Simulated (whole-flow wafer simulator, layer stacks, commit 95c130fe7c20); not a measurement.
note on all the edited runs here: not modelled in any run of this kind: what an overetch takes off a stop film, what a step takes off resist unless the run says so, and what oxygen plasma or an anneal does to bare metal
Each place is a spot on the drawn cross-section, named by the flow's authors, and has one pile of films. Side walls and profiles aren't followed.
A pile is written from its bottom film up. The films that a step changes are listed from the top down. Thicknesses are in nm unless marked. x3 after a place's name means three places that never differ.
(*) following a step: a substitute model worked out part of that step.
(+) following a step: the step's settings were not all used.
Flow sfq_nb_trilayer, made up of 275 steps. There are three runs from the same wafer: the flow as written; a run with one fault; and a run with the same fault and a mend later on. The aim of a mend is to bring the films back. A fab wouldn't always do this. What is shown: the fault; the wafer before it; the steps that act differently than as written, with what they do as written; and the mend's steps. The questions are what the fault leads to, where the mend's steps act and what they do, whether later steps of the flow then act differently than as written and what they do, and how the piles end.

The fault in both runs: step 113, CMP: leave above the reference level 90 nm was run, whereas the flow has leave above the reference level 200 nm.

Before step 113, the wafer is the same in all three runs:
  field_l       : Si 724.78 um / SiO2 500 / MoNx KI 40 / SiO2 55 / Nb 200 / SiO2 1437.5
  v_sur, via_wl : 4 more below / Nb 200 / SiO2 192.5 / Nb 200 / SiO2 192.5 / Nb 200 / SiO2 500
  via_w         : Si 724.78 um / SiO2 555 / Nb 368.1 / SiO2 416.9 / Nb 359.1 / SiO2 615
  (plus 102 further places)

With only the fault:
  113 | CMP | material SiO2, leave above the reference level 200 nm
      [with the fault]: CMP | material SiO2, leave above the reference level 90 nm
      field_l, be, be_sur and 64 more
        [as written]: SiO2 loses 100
        [with the fault]: SiO2 loses 210
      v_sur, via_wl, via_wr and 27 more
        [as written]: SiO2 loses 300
        [with the fault]: SiO2 loses 410
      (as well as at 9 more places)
  Steps later in the flow that act otherwise than as written (not shown: 3 more steps that differ only slightly, by at most 2% or 0.5 nm, whichever is larger):
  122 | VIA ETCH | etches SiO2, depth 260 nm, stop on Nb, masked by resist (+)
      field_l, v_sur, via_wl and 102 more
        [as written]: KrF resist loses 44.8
        [with the fault]: KrF resist loses 23.2
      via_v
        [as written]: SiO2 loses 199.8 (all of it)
        [with the fault]: SiO2 loses 89.8 (all of it)
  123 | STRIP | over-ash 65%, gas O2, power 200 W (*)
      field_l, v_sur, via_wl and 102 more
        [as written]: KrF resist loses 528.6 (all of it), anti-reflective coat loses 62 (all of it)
        [with the fault]: KrF resist loses 550.2 (all of it), anti-reflective coat loses 62 (all of it)
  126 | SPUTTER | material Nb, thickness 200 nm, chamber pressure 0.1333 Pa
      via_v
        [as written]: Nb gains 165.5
        [with the fault]: Nb gains 190.1
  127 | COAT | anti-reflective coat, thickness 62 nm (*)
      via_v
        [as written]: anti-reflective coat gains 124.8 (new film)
        [with the fault]: anti-reflective coat gains 100.3 (new film)
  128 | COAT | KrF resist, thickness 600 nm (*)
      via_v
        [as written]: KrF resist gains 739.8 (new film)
        [with the fault]: KrF resist gains 647.2 (new film)
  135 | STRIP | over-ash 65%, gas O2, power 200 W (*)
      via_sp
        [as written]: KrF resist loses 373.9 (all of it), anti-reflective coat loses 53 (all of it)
        [with the fault]: KrF resist loses 382.6 (all of it), anti-reflective coat loses 53.4 (all of it)
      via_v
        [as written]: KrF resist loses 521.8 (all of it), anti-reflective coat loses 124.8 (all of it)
        [with the fault]: KrF resist loses 429.5 (all of it), anti-reflective coat loses 100.3 (all of it)
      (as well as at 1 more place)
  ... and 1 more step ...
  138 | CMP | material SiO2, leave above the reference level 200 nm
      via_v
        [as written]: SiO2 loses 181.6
        [with the fault]: SiO2 loses 201.2
  At field_l, v_sur, via_wl and 103 more, the piles at the end differ from the flow's by more than 2% or 0.5 nm, whichever is larger.
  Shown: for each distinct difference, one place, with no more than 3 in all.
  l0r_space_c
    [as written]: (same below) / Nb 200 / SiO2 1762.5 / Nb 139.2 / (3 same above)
    [with the fault]: (same below) / Nb 200 / SiO2 1652.5 / Nb 139.2 / (3 same above)
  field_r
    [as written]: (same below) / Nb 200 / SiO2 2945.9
    [with the fault]: (same below) / Nb 200 / SiO2 2835.9
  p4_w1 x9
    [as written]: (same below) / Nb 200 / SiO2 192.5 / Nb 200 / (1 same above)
    [with the fault]: (same below) / Nb 200 / SiO2 82.5 / Nb 200 / (1 same above)

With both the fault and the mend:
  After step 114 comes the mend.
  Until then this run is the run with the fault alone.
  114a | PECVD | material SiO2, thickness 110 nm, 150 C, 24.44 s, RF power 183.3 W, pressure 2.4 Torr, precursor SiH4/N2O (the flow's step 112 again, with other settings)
      field_l, v_sur, via_wl and 103 more
        SiO2 gains 110
  None of the later steps of the flow acts differently than as written at any place that is followed.
  The piles end the same as the flow's at every place that both follow.
